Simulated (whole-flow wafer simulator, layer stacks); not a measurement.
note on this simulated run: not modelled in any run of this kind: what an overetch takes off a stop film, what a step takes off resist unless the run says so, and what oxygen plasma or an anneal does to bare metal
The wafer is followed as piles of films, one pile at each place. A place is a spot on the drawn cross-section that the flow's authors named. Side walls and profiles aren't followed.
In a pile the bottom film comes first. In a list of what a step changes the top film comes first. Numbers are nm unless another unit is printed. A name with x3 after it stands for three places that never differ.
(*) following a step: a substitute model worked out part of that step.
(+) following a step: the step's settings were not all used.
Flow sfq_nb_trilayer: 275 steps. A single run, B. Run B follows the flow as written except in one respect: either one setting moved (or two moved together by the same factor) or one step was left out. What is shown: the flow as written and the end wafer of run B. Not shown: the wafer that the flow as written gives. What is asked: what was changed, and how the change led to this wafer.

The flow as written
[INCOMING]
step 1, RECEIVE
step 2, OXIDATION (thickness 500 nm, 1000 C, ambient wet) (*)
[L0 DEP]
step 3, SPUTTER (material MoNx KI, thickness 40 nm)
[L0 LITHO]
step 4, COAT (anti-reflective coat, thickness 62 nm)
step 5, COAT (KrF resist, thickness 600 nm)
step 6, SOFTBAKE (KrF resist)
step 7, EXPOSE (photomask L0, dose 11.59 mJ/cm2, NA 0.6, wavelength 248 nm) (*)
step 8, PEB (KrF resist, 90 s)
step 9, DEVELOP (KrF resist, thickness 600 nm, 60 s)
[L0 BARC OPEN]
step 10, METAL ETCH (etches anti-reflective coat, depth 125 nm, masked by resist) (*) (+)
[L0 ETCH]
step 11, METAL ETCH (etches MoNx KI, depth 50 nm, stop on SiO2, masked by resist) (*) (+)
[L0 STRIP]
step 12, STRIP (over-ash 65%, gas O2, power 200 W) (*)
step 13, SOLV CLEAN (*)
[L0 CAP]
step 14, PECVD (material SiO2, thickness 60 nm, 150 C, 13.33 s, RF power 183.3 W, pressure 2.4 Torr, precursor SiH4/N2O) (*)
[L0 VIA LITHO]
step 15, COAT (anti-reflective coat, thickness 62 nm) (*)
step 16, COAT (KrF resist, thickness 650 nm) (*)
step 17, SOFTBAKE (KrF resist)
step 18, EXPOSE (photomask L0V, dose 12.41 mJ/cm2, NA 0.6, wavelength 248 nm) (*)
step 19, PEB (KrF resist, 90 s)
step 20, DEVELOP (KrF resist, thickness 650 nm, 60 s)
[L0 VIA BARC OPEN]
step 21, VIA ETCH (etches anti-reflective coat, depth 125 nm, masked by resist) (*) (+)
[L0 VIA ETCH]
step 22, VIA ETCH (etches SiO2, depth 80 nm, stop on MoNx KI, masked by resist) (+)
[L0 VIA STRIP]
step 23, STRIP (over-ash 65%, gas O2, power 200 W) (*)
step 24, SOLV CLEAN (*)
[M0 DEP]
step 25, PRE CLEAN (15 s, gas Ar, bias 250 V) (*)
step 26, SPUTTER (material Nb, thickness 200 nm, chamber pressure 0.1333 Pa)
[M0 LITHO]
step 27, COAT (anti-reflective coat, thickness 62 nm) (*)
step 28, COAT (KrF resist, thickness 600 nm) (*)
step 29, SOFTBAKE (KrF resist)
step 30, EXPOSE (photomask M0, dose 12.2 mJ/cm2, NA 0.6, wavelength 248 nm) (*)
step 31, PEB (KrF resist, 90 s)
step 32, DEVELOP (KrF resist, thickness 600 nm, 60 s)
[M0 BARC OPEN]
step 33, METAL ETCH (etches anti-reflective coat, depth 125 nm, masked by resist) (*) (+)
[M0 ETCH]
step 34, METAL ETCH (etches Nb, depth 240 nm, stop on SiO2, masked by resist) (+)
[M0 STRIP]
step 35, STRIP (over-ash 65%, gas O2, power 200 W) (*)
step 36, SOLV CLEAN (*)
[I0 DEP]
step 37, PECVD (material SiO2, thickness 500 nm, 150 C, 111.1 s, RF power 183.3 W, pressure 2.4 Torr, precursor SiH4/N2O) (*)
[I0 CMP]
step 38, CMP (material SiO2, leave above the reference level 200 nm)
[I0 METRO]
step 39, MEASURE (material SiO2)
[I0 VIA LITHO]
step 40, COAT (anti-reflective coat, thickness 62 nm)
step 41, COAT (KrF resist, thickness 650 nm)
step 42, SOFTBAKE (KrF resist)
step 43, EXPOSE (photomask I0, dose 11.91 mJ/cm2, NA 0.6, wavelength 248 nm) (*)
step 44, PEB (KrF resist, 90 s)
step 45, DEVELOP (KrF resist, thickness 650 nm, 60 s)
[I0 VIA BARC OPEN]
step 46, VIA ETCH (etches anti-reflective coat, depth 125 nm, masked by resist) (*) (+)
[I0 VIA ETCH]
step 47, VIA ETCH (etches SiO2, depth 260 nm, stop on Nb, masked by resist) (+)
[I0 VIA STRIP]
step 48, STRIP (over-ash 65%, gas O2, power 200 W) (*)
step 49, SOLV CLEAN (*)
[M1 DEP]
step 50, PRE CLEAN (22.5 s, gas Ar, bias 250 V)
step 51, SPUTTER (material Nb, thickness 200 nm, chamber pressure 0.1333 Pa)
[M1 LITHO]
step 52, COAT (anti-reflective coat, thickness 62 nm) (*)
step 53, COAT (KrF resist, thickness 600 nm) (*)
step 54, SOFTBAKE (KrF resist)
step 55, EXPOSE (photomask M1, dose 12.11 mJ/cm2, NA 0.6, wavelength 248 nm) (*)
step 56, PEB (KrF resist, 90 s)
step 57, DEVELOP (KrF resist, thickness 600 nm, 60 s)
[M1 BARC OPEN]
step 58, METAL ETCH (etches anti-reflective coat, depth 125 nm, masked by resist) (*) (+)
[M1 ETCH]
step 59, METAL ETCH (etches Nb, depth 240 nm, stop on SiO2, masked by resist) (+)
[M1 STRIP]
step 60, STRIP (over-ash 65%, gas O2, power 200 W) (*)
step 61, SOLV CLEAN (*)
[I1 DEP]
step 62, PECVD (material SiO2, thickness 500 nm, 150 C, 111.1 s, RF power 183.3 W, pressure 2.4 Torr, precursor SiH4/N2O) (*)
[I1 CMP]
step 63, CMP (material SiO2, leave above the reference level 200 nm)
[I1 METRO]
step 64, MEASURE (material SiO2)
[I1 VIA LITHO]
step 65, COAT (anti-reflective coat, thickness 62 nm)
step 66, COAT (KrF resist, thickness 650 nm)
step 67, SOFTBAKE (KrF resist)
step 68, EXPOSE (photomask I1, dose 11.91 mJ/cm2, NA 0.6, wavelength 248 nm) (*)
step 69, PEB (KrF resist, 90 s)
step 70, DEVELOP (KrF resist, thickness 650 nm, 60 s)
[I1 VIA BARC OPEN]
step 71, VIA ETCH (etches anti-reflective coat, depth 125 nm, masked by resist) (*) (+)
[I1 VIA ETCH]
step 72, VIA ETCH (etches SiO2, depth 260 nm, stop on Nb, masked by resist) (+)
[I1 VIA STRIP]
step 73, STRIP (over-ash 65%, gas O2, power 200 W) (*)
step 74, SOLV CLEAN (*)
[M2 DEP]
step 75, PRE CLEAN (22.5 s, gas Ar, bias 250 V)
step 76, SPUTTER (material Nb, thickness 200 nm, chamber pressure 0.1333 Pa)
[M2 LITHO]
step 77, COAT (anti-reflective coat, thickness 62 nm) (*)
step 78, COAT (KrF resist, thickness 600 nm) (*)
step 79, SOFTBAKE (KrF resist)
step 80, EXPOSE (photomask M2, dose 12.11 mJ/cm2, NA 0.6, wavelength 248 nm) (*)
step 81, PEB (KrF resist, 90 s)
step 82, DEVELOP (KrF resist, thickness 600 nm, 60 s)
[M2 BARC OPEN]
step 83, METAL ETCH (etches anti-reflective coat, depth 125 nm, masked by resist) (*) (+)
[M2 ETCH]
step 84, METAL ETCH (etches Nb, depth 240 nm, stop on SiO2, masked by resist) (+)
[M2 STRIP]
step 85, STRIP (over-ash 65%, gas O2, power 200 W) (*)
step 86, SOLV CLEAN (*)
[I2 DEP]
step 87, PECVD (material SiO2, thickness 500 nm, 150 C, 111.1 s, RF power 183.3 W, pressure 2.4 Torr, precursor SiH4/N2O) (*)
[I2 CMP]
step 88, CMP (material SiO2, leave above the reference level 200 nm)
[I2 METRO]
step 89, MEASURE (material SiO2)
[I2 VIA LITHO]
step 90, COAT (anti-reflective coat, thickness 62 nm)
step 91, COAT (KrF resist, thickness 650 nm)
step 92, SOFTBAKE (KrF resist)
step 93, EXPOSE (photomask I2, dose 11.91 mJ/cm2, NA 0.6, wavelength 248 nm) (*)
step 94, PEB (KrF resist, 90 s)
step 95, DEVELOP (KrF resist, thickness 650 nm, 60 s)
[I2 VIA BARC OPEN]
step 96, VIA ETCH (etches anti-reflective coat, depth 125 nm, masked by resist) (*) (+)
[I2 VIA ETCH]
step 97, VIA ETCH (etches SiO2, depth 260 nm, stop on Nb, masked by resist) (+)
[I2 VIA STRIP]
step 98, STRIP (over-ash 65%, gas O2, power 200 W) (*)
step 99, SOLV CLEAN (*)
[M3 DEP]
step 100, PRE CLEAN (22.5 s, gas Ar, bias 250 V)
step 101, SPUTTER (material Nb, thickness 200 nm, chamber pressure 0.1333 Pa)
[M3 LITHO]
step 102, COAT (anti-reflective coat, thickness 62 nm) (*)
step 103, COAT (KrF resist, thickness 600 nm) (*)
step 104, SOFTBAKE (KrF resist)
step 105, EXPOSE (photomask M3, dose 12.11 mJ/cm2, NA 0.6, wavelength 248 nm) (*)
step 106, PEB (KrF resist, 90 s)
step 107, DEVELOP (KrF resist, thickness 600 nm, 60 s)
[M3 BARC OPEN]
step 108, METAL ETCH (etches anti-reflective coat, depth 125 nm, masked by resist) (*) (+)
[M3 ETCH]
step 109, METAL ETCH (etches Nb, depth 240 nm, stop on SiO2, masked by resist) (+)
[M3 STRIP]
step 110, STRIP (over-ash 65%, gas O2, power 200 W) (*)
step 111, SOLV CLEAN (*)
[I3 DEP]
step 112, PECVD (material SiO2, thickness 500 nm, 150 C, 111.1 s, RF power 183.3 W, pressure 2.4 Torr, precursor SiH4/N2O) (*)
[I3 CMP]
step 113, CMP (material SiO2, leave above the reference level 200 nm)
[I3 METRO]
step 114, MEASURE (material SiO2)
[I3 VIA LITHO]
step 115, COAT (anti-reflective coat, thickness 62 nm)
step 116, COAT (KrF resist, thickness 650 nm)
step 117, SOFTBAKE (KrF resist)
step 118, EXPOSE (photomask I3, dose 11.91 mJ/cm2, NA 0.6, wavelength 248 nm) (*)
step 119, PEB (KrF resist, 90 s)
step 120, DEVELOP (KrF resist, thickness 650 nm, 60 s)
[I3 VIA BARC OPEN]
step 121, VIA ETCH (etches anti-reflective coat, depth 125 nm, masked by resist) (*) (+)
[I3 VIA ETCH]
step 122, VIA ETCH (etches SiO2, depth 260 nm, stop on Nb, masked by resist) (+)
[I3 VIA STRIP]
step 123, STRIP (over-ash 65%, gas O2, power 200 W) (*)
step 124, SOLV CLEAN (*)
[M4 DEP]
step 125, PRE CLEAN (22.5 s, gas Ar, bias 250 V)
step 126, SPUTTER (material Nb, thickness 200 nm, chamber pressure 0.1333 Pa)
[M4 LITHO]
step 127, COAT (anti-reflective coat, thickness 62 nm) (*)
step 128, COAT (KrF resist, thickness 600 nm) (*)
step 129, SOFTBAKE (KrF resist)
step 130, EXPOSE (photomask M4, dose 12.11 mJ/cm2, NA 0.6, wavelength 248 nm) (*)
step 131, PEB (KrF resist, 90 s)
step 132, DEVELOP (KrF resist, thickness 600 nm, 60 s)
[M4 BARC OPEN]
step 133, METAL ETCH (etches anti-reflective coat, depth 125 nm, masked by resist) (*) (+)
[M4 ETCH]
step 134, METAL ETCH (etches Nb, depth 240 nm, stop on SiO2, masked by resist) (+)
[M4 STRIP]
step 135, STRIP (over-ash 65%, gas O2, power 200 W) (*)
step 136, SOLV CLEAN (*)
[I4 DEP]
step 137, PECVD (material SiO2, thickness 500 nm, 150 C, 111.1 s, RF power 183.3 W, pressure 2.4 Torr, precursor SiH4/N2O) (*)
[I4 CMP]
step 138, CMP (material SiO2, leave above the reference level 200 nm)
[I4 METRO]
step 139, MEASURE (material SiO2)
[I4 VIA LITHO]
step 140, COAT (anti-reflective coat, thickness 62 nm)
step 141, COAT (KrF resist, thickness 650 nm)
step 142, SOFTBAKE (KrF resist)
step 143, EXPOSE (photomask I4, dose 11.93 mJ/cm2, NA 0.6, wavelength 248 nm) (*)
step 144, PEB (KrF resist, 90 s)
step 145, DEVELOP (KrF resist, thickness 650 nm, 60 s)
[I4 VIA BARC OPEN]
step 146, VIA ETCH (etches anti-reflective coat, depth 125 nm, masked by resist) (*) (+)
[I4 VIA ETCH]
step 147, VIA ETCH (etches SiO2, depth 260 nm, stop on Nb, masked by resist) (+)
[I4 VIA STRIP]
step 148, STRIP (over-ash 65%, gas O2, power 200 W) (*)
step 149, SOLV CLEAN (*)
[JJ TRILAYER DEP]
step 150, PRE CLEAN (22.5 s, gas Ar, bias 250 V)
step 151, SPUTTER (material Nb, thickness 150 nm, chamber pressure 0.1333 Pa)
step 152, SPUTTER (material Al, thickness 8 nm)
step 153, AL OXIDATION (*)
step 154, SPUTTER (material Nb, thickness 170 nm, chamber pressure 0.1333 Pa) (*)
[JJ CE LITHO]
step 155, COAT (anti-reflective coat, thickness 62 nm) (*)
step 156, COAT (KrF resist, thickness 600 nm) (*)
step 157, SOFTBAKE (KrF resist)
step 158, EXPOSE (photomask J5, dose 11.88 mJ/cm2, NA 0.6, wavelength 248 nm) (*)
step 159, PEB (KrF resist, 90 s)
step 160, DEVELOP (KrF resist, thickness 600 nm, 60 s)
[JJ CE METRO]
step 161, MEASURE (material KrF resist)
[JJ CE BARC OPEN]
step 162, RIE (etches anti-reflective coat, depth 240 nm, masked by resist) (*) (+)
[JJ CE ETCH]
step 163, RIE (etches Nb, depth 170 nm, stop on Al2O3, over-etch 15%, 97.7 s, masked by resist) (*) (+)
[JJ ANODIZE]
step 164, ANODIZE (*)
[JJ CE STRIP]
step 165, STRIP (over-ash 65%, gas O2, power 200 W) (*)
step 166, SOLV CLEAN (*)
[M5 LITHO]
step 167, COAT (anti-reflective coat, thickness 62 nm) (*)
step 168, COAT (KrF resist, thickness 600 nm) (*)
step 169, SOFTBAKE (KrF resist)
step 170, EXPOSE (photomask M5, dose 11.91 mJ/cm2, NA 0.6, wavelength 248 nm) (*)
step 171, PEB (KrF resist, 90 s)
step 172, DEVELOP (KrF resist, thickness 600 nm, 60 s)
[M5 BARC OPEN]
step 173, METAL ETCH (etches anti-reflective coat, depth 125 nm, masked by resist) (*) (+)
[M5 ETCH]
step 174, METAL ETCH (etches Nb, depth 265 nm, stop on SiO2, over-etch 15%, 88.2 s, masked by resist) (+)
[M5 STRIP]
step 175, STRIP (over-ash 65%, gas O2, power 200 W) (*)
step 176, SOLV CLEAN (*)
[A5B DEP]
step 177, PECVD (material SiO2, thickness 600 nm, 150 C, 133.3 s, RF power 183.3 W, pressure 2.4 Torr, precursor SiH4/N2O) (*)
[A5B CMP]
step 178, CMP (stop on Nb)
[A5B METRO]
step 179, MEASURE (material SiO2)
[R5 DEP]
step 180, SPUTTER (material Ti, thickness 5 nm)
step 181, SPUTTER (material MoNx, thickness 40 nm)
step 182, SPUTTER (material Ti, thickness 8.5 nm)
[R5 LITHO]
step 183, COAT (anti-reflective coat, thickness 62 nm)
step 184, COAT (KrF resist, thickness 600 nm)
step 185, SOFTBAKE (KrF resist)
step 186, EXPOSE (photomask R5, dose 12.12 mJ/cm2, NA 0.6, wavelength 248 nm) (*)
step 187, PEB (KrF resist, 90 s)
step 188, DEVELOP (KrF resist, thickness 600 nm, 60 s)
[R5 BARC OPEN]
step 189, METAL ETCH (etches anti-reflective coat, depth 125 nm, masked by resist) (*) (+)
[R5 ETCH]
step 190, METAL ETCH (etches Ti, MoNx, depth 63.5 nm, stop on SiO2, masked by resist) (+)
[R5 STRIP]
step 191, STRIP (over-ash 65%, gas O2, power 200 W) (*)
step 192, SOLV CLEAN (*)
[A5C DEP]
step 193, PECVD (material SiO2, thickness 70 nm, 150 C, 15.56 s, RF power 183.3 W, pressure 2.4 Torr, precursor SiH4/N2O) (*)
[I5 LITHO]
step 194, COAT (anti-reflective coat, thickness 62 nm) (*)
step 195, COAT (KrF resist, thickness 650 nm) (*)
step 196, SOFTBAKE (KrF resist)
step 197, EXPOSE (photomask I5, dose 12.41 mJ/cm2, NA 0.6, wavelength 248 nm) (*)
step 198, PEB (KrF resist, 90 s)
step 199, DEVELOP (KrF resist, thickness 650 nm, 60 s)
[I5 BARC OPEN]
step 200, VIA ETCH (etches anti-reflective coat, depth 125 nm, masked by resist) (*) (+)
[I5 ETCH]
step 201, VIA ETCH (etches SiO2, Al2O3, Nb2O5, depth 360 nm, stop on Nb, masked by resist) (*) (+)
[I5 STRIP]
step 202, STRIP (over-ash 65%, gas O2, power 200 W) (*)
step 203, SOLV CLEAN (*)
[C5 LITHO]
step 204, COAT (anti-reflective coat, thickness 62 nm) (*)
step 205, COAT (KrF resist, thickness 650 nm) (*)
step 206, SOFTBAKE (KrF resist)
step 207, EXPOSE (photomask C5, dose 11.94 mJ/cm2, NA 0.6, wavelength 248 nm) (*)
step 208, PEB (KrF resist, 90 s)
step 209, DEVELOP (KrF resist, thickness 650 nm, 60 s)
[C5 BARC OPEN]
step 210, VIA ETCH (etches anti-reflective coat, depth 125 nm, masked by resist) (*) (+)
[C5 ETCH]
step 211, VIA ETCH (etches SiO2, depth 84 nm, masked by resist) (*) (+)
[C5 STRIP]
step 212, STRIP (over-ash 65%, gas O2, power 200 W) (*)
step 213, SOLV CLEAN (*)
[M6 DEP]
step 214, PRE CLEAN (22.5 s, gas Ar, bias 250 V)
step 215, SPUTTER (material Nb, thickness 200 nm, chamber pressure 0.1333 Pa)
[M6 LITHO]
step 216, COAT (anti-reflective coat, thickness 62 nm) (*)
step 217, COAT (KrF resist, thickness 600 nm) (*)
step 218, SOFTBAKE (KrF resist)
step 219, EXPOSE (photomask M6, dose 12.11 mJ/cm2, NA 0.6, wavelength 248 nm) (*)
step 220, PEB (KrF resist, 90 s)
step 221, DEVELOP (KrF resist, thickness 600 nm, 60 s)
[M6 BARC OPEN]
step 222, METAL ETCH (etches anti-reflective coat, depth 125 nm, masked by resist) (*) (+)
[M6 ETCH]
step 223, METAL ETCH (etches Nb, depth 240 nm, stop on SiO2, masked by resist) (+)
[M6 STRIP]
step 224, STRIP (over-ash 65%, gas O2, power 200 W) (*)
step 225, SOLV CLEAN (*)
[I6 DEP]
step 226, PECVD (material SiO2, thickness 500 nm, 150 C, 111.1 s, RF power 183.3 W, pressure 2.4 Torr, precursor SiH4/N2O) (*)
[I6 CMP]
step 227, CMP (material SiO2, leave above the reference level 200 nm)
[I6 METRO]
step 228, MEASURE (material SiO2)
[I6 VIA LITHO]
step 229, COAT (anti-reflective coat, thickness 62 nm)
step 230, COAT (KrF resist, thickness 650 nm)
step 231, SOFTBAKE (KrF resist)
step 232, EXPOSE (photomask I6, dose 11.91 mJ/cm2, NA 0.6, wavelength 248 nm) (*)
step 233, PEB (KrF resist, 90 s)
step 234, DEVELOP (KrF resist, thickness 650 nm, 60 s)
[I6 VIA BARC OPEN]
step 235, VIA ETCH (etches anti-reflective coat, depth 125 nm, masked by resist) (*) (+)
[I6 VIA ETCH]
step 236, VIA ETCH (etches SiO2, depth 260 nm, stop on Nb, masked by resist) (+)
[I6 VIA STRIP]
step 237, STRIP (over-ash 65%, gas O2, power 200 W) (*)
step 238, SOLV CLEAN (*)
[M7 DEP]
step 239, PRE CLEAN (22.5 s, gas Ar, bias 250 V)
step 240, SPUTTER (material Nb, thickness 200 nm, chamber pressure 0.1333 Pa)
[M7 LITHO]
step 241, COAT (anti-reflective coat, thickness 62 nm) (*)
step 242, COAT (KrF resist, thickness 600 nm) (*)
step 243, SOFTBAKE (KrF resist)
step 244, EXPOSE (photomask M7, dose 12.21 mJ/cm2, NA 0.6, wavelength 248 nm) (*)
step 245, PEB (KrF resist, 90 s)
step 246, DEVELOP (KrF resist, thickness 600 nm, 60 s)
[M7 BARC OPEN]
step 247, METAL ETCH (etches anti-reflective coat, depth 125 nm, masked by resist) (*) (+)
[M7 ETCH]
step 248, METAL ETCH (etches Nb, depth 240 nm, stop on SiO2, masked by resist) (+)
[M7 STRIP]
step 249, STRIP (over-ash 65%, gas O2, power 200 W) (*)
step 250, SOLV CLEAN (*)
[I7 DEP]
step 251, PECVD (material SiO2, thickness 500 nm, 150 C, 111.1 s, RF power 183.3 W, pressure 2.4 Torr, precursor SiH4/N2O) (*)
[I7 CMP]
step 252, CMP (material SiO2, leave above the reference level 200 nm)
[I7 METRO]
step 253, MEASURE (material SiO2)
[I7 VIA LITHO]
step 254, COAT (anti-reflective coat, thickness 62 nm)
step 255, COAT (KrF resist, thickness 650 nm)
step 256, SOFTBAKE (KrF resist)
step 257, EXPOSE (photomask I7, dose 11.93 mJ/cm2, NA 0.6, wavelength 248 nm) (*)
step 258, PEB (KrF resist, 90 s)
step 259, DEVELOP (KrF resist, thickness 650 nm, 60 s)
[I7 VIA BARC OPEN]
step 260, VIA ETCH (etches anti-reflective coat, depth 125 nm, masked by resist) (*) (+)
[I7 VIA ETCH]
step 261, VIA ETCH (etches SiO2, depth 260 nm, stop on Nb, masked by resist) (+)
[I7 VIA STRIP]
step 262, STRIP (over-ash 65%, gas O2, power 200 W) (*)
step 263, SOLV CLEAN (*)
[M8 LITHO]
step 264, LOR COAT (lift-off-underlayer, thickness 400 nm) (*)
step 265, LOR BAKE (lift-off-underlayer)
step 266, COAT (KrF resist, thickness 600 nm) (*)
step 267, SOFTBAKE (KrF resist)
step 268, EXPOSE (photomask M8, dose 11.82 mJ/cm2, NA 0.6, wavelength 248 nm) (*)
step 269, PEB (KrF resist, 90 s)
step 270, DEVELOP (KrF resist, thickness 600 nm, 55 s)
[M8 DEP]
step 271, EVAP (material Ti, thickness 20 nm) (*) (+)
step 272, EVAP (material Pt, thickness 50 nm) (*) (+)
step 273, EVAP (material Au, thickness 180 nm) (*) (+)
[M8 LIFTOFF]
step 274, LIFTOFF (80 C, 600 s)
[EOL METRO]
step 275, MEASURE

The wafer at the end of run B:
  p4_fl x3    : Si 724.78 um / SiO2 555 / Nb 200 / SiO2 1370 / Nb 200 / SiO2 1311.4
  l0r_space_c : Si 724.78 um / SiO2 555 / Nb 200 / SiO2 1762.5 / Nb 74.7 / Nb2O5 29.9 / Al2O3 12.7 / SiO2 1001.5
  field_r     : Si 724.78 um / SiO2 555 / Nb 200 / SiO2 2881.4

The reason: step 151, SPUTTER: thickness 85.5 nm was run, though the flow has thickness 150 nm.

Step by step, how the change led to this:
  step 151, SPUTTER (material Nb, thickness 150 nm, chamber pressure 0.1333 Pa)
      field_l, v_sur, via_sp and 100 more: Nb gains 85.5 (new film) (as written it would have been: Nb gains 150 (new film))
      via_wl, via_wr: Nb gains 61.1 (as written it would have been: Nb gains 130.4)
      (also at 1 further place)
  step 154, SPUTTER (material Nb, thickness 170 nm, chamber pressure 0.1333 Pa) (*)
      via_w: Nb gains 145 (new film) (as written it would have been: Nb gains 141 (new film))
  step 155, COAT (anti-reflective coat, thickness 62 nm) (*)
      via_wl, via_wr: anti-reflective coat gains 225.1 (new film) (as written it would have been: anti-reflective coat gains 209.4 (new film))
  step 162, RIE (etches anti-reflective coat, depth 240 nm, masked by resist) (*) (+)
      ce_l, c5j, ce_r, wl_jj: KrF resist loses 225.1 (as written it would have been: KrF resist loses 209.4)
      via_wl, via_wr: anti-reflective coat loses 225.1 (all of it) (as written it would have been: anti-reflective coat loses 209.4 (all of it))
  step 163, RIE (etches Nb, depth 170 nm, stop on Al2O3, over-etch 15%, 97.7 s, masked by resist) (*) (+)
      via_w: Nb loses 145 (all of it), Al2O3 loses 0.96 (all of it) (as written it would have been: Nb loses 141 (all of it), Al2O3 loses 0.96 (all of it))
  step 164, ANODIZE (*)
      via_wl, via_wr: Al2O3 gains 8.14 (new film), Nb2O5 gains 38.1 (new film), Al loses 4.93 (all of it), Nb loses 13.7 (as written it would have been: Al2O3 gains 7.52 (new film), Nb2O5 gains 39.2 (new film), Al loses 4.56 (all of it), Nb loses 14.1)
  step 165, STRIP (over-ash 65%, gas O2, power 200 W) (*)
      c5j, ce_r: KrF resist loses 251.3 (all of it), anti-reflective coat loses 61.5 (all of it) (as written it would have been: KrF resist loses 266.9 (all of it), anti-reflective coat loses 61.5 (all of it))
      ce_l: KrF resist loses 251.2 (all of it), anti-reflective coat loses 61.5 (all of it) (as written it would have been: KrF resist loses 266.8 (all of it), anti-reflective coat loses 61.4 (all of it))
      (also at 1 further place)
  step 167, COAT (anti-reflective coat, thickness 62 nm) (*)
      via_wl: anti-reflective coat gains 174 (new film) (as written it would have been: anti-reflective coat gains 170.5 (new film))
      via_w: anti-reflective coat gains 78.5 (new film) (as written it would have been: anti-reflective coat gains 84.1 (new film))
      (also at 3 further places)
  step 174, METAL ETCH (etches Nb, depth 265 nm, stop on SiO2, over-etch 15%, 88.2 s, masked by resist) (+)
      field_l, r_sur, res and 50 more: Al2O3 loses 12.6 (all of it), Nb2O5 loses 29.9 (all of it), Nb loses 74.7 (all of it), SiO2 loses 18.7 (as written it would have been: Al2O3 loses 12.6 (all of it), Nb2O5 loses 29.9 (all of it), Nb loses 139.2 (all of it), SiO2 loses 12.3)
  step 175, STRIP (over-ash 65%, gas O2, power 200 W) (*)
      via_wl: KrF resist loses 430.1 (all of it), anti-reflective coat loses 174 (all of it) (as written it would have been: KrF resist loses 427 (all of it), anti-reflective coat loses 170.5 (all of it))
      via_w: KrF resist loses 497.1 (all of it), anti-reflective coat loses 78.5 (all of it) (as written it would have been: KrF resist loses 503.5 (all of it), anti-reflective coat loses 84.1 (all of it))
      (also at 3 further places)
  step 177, PECVD (material SiO2, thickness 600 nm, 150 C, 133.3 s, RF power 183.3 W, pressure 2.4 Torr, precursor SiH4/N2O) (*)
      via_wl, via_wr: SiO2 gains 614 (new film) (as written it would have been: SiO2 gains 600 (new film))
  step 178, CMP (stop on Nb)
      field_l, p4_fl x3, p4_w1 x9 and 29 more: SiO2 loses 317.4 (as written it would have been: SiO2 loses 259.3)
      r_sur, res, r_end, moat, field_r, lsp_l: SiO2 loses 317.4 (as written it would have been: SiO2 loses 252.3)
      (also at 8 further places)
